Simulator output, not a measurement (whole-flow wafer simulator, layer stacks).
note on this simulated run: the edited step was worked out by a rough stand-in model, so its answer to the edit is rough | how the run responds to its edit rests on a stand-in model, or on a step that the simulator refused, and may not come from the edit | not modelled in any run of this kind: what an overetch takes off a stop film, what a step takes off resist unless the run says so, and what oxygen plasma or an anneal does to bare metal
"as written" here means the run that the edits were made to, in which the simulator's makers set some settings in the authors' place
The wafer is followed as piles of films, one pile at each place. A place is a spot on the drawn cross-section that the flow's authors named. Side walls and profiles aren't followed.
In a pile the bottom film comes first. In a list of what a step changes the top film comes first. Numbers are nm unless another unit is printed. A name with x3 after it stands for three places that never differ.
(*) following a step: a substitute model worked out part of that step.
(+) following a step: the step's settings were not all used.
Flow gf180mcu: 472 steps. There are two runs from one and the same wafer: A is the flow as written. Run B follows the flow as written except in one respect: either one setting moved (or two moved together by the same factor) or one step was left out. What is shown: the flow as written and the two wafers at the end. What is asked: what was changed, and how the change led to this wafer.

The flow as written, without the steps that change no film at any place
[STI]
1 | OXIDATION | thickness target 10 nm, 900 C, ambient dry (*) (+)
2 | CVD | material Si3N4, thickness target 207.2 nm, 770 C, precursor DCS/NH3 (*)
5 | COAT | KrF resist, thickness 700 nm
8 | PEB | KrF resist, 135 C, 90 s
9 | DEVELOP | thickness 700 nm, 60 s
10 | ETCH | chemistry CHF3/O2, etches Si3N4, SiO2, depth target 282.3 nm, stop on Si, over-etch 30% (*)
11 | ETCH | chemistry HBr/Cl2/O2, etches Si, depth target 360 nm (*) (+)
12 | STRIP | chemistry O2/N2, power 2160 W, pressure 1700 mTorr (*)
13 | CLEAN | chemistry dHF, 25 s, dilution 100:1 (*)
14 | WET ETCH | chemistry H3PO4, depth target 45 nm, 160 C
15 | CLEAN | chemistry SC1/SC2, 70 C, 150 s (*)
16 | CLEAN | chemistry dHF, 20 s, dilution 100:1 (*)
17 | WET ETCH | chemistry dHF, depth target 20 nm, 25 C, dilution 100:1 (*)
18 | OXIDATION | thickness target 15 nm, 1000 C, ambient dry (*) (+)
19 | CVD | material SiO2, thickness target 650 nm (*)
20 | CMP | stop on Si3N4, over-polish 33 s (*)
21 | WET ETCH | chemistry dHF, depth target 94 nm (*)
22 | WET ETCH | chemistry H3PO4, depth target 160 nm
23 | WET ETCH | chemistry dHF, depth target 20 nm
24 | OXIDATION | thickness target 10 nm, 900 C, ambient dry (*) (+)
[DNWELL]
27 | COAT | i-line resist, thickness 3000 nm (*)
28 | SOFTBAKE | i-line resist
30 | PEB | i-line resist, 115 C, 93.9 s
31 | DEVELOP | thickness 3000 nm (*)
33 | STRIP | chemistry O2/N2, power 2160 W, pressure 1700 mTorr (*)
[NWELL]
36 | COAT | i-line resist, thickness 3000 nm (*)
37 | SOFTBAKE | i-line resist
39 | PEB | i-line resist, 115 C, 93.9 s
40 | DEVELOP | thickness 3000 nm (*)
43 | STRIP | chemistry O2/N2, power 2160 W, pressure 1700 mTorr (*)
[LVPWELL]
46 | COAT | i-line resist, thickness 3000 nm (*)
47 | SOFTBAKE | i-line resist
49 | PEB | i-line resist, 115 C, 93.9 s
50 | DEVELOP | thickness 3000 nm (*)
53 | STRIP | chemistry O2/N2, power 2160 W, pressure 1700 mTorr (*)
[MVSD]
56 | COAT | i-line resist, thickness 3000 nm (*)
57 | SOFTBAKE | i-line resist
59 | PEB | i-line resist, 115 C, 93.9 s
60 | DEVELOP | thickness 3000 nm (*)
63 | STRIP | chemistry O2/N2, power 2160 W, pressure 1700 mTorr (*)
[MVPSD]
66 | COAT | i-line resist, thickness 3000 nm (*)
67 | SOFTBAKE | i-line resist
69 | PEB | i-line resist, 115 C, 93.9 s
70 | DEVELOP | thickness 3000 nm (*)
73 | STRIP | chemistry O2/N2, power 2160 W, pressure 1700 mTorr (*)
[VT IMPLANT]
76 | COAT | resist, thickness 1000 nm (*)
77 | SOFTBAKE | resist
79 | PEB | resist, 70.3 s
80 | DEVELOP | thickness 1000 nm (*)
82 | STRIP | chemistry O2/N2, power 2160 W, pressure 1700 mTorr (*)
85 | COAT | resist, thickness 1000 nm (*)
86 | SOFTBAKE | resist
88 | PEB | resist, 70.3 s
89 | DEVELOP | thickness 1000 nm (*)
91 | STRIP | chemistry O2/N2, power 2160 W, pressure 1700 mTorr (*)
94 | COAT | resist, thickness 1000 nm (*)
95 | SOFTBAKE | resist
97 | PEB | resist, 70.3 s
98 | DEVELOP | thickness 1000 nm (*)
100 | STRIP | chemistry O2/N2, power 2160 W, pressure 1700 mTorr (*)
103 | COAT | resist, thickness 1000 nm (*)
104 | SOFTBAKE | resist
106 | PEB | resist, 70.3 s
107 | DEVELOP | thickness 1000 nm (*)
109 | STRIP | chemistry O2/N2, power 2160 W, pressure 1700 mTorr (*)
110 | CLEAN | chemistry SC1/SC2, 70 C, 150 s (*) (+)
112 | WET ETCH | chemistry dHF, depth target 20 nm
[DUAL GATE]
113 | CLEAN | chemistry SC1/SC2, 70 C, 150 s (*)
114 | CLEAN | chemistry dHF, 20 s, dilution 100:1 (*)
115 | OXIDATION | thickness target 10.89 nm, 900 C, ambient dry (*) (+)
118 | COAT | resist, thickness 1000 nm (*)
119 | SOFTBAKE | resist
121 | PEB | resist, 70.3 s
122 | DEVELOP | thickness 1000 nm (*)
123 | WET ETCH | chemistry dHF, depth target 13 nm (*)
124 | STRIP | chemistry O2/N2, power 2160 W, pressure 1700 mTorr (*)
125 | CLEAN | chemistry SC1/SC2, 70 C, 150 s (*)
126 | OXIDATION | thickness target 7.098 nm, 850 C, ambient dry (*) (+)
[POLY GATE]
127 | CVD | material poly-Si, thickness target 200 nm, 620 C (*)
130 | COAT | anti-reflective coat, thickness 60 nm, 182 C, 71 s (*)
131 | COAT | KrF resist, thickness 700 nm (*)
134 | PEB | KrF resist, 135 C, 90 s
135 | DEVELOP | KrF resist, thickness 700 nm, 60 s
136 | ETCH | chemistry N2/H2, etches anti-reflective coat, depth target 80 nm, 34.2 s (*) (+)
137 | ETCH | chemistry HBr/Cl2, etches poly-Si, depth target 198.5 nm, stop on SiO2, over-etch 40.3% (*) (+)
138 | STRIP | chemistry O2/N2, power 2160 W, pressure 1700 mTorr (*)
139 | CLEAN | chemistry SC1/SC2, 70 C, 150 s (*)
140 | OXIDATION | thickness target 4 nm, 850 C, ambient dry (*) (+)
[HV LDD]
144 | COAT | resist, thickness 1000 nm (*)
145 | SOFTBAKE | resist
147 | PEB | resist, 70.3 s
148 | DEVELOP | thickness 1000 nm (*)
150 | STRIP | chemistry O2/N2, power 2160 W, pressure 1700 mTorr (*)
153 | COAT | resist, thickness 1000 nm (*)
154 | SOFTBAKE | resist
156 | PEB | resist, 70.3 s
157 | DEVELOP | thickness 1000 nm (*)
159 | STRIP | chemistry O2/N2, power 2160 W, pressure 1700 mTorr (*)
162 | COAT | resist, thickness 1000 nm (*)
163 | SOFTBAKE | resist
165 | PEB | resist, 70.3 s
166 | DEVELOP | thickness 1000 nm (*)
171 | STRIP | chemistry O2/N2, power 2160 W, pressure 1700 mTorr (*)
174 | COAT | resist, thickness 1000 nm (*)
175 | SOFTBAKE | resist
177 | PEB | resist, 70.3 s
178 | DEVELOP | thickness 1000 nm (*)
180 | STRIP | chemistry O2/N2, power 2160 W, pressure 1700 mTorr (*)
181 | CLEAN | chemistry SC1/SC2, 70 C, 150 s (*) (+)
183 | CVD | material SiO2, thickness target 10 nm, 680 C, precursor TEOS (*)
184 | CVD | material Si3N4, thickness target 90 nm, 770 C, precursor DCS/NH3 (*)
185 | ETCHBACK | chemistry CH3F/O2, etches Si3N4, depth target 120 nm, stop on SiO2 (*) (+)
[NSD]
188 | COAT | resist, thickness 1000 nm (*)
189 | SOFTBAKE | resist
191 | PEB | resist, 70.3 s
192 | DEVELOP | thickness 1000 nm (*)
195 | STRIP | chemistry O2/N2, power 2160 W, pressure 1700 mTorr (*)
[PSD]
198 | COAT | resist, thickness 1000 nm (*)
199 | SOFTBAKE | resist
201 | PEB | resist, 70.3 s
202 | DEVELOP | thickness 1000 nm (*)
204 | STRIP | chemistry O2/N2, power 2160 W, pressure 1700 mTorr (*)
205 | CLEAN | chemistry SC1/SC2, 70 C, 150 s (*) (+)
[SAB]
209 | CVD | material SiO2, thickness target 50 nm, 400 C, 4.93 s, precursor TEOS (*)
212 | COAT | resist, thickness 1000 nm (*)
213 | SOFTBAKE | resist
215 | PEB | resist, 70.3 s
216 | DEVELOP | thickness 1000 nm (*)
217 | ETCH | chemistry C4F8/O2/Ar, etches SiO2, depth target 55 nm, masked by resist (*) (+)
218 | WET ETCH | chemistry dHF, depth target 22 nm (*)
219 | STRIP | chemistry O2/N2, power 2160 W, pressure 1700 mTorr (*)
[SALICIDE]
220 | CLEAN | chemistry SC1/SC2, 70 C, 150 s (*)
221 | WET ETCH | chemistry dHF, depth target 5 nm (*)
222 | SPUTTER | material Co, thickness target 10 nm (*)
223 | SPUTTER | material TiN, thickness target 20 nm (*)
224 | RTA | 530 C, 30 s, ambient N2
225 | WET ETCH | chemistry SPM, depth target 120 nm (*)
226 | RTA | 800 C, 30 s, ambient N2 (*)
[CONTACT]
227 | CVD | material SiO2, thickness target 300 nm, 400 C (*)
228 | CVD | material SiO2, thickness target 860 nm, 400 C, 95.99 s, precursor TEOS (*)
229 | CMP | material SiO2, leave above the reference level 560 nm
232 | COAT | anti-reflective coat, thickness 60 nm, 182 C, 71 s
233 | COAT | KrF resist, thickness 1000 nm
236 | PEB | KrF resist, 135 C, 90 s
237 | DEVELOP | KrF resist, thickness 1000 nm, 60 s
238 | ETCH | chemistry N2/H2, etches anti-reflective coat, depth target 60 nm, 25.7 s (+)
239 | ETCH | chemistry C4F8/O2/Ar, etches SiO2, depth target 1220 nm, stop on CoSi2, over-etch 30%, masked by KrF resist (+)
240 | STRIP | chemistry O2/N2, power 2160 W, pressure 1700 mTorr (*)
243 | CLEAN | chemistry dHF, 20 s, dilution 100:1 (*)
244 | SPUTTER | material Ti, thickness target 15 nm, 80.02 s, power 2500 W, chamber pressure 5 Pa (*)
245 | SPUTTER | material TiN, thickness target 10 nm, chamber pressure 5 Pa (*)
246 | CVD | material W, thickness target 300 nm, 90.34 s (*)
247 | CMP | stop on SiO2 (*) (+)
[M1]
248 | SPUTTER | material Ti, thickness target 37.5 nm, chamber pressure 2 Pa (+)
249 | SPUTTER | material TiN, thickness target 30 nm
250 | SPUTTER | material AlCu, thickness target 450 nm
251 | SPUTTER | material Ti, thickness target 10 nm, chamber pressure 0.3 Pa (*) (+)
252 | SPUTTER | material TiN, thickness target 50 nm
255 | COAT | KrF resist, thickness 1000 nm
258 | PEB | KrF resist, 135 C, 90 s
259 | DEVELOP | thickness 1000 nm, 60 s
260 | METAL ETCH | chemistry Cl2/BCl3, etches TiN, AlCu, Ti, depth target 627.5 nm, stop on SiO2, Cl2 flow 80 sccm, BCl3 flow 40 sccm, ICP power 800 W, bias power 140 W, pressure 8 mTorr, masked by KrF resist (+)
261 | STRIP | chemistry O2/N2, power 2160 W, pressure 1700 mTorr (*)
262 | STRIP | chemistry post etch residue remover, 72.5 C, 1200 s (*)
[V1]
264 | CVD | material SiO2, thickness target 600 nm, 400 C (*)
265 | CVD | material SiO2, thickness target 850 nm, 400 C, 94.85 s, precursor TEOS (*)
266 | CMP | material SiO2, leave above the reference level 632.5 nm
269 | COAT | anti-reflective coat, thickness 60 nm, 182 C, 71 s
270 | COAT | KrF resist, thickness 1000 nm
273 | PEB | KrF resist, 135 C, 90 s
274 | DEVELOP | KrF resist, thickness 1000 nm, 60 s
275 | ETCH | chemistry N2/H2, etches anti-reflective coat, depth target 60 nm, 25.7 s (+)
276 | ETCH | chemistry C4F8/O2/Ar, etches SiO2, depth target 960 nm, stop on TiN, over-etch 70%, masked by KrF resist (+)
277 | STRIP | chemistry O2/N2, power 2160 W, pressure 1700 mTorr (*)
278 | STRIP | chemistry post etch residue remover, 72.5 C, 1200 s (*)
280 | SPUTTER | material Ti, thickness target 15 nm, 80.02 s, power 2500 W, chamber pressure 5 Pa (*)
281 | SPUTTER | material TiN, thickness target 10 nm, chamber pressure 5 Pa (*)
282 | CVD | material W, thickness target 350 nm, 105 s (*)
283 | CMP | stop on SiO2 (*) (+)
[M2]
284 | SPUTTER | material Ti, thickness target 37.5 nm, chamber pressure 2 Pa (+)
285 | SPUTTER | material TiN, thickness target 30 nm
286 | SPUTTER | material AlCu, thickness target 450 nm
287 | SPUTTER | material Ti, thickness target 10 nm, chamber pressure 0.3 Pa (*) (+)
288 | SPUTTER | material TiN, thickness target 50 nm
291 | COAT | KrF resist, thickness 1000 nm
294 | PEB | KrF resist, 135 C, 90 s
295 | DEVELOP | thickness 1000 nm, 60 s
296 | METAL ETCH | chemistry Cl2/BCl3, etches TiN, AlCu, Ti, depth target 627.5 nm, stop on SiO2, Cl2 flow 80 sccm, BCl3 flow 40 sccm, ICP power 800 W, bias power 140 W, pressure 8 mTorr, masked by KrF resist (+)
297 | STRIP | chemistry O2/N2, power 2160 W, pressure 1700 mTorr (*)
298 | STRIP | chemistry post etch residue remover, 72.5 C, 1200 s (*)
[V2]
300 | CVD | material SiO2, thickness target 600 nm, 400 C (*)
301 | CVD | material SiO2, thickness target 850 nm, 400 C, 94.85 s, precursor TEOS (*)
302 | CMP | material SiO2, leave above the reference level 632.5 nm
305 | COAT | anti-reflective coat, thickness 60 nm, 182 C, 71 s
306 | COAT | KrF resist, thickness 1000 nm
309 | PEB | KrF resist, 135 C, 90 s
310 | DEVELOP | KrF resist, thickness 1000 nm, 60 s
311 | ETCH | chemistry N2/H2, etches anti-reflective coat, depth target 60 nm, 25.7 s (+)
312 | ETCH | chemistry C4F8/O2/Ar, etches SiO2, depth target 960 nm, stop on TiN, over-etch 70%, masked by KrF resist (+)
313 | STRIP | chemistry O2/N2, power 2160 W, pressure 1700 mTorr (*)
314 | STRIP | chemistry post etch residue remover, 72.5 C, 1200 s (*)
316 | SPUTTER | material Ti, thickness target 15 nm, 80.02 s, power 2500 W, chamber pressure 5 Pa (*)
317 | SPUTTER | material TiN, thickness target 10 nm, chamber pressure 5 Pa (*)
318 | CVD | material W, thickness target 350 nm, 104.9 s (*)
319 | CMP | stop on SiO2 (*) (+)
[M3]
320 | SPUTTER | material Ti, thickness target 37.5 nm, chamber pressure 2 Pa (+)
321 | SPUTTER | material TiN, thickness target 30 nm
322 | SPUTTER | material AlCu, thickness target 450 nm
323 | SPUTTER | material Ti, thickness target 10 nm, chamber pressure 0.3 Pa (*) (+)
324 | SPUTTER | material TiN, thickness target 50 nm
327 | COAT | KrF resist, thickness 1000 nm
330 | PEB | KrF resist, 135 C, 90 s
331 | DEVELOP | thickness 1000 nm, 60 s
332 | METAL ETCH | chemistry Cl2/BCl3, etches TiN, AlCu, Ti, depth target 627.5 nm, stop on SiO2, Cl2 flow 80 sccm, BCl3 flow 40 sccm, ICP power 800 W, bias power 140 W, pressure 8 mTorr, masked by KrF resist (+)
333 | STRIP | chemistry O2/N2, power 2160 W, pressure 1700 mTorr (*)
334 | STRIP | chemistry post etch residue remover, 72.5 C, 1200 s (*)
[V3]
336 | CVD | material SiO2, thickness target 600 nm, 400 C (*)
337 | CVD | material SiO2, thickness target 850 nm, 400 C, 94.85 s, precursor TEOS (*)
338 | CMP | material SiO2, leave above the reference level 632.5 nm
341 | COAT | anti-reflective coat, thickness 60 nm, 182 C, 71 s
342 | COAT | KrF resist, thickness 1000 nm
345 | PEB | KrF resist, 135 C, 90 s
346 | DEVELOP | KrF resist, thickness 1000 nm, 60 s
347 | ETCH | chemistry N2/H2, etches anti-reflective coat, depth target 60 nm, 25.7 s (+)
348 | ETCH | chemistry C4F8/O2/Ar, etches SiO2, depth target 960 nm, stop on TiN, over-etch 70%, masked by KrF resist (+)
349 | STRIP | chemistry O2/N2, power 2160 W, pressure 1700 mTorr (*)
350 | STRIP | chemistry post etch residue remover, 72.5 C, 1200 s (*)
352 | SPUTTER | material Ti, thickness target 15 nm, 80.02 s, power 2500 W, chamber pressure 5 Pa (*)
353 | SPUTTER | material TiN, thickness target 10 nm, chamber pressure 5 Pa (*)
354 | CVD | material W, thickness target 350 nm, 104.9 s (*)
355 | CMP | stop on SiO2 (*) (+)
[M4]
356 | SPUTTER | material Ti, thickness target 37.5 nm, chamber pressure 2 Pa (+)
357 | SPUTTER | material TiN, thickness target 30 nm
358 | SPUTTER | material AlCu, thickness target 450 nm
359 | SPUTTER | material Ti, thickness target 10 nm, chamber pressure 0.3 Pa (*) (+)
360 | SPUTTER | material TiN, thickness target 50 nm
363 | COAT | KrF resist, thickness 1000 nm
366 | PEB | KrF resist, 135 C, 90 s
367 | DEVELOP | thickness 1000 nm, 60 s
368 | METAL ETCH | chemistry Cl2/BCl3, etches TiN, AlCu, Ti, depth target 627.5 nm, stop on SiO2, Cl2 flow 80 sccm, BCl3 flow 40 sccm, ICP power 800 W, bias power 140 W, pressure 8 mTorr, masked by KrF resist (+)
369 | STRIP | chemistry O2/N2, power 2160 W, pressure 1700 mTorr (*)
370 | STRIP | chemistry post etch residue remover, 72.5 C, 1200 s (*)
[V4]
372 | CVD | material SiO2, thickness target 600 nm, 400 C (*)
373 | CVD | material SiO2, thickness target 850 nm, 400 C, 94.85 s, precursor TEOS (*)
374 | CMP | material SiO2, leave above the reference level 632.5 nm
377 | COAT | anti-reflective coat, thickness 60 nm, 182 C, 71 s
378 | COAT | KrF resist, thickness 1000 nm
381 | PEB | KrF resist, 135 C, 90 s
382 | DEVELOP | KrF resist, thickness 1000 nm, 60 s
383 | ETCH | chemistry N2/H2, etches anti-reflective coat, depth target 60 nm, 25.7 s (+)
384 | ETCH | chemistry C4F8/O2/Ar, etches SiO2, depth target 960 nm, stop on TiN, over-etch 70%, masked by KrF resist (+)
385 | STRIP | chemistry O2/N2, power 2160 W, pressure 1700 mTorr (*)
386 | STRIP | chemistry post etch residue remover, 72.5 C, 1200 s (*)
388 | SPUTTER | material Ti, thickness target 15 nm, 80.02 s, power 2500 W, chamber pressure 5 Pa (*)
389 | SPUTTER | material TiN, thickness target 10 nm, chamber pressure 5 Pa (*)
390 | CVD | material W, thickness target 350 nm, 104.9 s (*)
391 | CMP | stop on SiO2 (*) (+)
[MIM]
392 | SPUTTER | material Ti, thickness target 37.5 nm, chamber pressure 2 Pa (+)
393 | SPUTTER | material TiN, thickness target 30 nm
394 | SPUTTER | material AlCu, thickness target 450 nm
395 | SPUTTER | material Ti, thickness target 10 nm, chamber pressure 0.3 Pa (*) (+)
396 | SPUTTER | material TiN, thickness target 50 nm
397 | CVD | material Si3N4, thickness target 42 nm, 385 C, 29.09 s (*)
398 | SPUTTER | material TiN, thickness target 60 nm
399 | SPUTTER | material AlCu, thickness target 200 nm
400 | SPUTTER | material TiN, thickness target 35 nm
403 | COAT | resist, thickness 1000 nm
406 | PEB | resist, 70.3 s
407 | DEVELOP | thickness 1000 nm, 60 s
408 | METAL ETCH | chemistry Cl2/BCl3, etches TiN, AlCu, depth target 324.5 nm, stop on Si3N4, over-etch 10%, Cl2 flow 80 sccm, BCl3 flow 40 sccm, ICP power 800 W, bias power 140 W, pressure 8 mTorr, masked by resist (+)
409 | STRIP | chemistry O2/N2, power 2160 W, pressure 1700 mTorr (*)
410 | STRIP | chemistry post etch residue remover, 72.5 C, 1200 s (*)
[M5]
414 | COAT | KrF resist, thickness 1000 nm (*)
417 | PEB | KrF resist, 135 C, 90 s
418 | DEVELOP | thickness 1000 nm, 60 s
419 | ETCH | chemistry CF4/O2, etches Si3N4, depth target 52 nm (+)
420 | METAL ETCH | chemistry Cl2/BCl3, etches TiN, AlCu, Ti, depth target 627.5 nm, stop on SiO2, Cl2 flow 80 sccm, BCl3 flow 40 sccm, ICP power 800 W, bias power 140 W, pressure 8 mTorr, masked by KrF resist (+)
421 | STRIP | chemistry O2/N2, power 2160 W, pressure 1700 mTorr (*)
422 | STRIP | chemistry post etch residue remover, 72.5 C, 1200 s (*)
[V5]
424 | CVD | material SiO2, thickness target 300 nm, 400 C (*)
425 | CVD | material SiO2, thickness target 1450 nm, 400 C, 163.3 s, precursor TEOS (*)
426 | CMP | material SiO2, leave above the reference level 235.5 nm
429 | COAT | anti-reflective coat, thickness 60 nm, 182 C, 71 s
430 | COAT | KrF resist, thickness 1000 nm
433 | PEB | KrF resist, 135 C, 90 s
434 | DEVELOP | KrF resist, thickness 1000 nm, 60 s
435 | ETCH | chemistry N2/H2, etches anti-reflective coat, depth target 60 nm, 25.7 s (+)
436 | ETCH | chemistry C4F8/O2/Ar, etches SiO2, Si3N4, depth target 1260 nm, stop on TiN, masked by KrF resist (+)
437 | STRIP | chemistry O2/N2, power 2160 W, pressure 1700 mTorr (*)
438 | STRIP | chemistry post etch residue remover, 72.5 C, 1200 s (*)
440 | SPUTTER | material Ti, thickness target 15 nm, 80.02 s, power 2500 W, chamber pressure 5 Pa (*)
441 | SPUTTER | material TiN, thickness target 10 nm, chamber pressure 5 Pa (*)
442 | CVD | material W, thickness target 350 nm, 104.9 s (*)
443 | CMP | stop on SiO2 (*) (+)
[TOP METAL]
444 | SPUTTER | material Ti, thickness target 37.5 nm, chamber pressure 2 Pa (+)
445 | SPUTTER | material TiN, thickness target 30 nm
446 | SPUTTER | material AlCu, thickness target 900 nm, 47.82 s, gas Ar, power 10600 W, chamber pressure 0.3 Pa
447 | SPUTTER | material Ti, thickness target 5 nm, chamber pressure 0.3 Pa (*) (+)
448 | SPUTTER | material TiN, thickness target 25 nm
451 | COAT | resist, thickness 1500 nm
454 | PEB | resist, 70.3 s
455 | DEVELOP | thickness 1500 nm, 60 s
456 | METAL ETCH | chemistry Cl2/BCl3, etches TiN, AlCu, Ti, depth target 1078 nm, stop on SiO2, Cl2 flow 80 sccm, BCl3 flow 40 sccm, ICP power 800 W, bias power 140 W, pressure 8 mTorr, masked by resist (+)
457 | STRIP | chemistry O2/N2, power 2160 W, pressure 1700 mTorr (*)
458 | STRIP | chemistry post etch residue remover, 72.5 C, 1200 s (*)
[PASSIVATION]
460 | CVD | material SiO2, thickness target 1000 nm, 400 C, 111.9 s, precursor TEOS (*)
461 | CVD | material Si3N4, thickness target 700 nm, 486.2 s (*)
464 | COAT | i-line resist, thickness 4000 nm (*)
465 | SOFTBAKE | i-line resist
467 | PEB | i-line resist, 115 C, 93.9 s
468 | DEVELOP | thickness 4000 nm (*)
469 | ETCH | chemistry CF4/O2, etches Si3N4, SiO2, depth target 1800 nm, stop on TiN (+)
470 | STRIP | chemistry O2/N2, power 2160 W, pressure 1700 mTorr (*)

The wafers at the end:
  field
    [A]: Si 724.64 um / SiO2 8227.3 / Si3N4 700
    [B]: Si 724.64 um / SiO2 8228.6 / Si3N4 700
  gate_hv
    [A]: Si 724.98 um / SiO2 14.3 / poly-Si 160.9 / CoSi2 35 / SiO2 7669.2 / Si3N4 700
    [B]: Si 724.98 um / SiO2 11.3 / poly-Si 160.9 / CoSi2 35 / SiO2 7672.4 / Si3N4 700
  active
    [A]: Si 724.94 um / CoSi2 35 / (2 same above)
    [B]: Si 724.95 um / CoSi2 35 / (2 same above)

What caused this: step 126, OXIDATION: 744 C was run, while the flow as written has 850 C.

How this came from the change, step by step:
  126 | OXIDATION | thickness target 7.098 nm, 850 C, ambient dry (*) (+)
      field_sub__w1, field_sub__w3, field_sub__w4 and 6 more: A +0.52 SiO2, -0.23 Si | B nothing
      field, field__w3, field__w12, npoly_sal, sti_nw: A +0.55 SiO2, -0.24 Si | B nothing
      (and at 53 other places as well)
  130 | COAT | anti-reflective coat, thickness 60 nm, 182 C, 71 s (*)
      p_well, spacer, sd_n: A +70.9 anti-reflective coat (new film) | B +72.7 anti-reflective coat (new film)
      nplus_u: A +66.8 anti-reflective coat (new film) | B +68.2 anti-reflective coat (new film)
      (and at 1 other place as well)
  136 | ETCH | chemistry N2/H2, etches anti-reflective coat, depth target 80 nm, 34.2 s (*) (+)
      p_well, spacer, sd_n: A -70.9 anti-reflective coat (all of it), -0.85 poly-Si | B -72.7 anti-reflective coat (all of it), -0.8 poly-Si
      nplus_u: A -66.8 anti-reflective coat (all of it), -0.95 poly-Si | B -68.2 anti-reflective coat (all of it), -0.92 poly-Si
      (and at 1 other place as well)
  145 | SOFTBAKE | resist
      active_nat: A +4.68 resist | B +8.91 resist
  154 | SOFTBAKE | resist
      active_nat: A +4.68 resist | B +8.91 resist
  163 | SOFTBAKE | resist
      active_nat: A +4.68 resist | B +8.91 resist
  175 | SOFTBAKE | resist
      active_nat: A +4.68 resist | B +8.91 resist
  189 | SOFTBAKE | resist
      field__w9: A +6.92 resist | B -3.07 resist
      active_hv: A +2.68 resist | B -0.5 resist
      (and at 1 other place as well)
  199 | SOFTBAKE | resist
      field__w9: A +6.92 resist | B -3.07 resist
      active_hv: A +2.68 resist | B -0.5 resist
      (and at 1 other place as well)
  218 | WET ETCH | chemistry dHF, depth target 22 nm (*)
      active, p_well, sd_n, iso_ptap_pw, iso_ntap_nw, iso_ptap_sub, vpnp_e: A -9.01 SiO2 (all of it) | B -5.48 SiO2 (all of it)
      ldn_tap, ldn_src, ldn_drn, ldp_tap, ldp_src, ldp_drn, ldp_gr: A -16 SiO2 (all of it) | B -13.2 SiO2 (all of it)
      (and at 9 other places as well)
  223 | SPUTTER | material TiN, thickness target 20 nm (*)
      field__w12: A +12 TiN (new film) | B +12.6 TiN (new film)
  225 | WET ETCH | chemistry SPM, depth target 120 nm (*)
      field__w12: A -12 TiN (all of it), -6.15 Co (all of it) | B -12.6 TiN (all of it), -6.14 Co (all of it)
